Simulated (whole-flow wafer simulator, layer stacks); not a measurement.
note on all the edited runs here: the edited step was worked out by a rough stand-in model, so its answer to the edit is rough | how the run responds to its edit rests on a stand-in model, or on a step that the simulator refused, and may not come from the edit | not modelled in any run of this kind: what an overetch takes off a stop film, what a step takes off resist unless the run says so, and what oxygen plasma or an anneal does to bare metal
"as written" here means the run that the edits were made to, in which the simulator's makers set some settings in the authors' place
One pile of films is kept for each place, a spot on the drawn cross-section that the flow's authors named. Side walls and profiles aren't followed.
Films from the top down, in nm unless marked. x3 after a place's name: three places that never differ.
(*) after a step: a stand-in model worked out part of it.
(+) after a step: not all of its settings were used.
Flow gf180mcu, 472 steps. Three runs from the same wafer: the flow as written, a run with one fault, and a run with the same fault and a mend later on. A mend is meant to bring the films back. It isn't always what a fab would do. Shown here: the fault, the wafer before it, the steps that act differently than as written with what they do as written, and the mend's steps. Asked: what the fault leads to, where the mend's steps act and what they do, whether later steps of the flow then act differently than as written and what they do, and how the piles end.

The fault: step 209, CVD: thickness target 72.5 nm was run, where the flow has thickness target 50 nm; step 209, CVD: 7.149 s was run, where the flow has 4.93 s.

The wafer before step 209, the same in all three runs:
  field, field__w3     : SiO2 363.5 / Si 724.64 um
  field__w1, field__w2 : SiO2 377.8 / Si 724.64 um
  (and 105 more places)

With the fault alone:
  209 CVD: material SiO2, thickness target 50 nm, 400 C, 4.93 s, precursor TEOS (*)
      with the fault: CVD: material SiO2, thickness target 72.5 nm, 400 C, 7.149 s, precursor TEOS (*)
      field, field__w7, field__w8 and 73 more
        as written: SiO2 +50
        with the fault: SiO2 +71.7
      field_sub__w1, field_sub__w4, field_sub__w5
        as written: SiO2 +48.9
        with the fault: SiO2 +70.1
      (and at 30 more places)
  Later steps of the flow that act differently than as written (9 more steps differ only slightly, by at most 2% or 0.5 nm, whichever is larger, and aren't shown):
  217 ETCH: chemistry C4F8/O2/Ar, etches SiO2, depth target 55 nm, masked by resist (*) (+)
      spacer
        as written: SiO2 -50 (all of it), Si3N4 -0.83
        with the fault: SiO2 -55
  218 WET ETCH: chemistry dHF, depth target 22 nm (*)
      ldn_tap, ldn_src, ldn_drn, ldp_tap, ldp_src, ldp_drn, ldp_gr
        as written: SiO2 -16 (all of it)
        with the fault: SiO2 -36.2
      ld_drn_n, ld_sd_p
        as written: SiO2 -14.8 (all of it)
        with the fault: SiO2 -34.9
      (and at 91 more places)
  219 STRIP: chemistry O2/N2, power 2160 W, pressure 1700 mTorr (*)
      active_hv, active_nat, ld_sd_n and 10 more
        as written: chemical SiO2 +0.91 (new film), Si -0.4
        with the fault: nothing
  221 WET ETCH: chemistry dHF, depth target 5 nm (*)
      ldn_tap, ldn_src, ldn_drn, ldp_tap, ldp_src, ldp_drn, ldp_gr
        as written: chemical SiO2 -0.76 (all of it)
        with the fault: SiO2 -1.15 (all of it)
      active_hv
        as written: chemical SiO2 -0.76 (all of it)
        with the fault: SiO2 -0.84 (all of it)
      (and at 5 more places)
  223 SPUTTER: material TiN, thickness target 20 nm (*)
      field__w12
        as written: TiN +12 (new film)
        with the fault: TiN +12.7 (new film)
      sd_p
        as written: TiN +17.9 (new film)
        with the fault: TiN +17.2 (new film)
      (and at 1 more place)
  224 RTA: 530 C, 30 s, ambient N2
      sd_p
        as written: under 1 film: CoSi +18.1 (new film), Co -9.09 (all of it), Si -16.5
        with the fault: under 1 film: CoSi +17.4 (new film), Co -8.76 (all of it), Si -15.9
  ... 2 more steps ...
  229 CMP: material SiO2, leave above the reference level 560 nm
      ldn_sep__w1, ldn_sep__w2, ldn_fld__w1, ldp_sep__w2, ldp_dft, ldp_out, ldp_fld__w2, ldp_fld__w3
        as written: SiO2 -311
        with the fault: SiO2 -319.9
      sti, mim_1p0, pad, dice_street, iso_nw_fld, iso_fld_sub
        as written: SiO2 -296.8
        with the fault: SiO2 -305.7
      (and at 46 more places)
  At the end the piles differ from the flow's by more than 2% or 0.5 nm, whichever is larger, at sd_p.
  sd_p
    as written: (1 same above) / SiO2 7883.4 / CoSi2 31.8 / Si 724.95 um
    with the fault: (1 same above) / SiO2 7883.4 / CoSi2 30.6 / Si 724.95 um

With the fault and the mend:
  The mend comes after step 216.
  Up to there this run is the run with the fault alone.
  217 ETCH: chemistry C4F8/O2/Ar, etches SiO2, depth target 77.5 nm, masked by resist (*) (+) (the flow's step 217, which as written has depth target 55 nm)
      field, field__w1, field__w2 and 96 more
        SiO2 -77.5
      field__w5, field__w9, field__w13 and 8 more
        resist -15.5
      spacer
        SiO2 -71.7 (all of it), Si3N4 -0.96
  Later steps of the flow that act differently than as written (4 more steps differ only slightly, by at most 2% or 0.5 nm, whichever is larger, and aren't shown):
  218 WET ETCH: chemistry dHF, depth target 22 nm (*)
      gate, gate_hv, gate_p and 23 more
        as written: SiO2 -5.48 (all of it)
        with the mend: SiO2 -4.69 (all of it)
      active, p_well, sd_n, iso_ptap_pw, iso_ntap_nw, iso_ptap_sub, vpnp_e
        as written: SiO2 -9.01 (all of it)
        with the mend: SiO2 -8.22 (all of it)
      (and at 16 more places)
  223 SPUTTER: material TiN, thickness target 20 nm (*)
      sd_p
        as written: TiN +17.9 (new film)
        with the mend: TiN +17.2 (new film)
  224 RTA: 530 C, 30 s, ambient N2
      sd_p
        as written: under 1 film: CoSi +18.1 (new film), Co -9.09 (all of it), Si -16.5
        with the mend: under 1 film: CoSi +17.4 (new film), Co -8.76 (all of it), Si -15.9
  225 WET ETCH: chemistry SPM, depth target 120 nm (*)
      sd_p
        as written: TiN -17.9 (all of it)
        with the mend: TiN -17.2 (all of it)
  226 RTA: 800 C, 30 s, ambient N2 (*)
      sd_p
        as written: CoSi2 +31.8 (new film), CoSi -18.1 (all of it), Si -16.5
        with the mend: CoSi2 +30.6 (new film), CoSi -17.4 (all of it), Si -15.9
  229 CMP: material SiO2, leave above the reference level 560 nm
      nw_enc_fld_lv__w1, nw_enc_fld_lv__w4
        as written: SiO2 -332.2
        with the mend: SiO2 -353.1
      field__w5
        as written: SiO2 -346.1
        with the mend: SiO2 -369.2
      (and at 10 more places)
  At the end the piles differ from the flow's by more than 2% or 0.5 nm, whichever is larger, at sd_p.
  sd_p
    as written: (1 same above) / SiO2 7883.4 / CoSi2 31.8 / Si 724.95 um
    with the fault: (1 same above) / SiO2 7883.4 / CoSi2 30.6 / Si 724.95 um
    with the mend: (1 same above) / SiO2 7883.4 / CoSi2 30.6 / Si 724.95 um
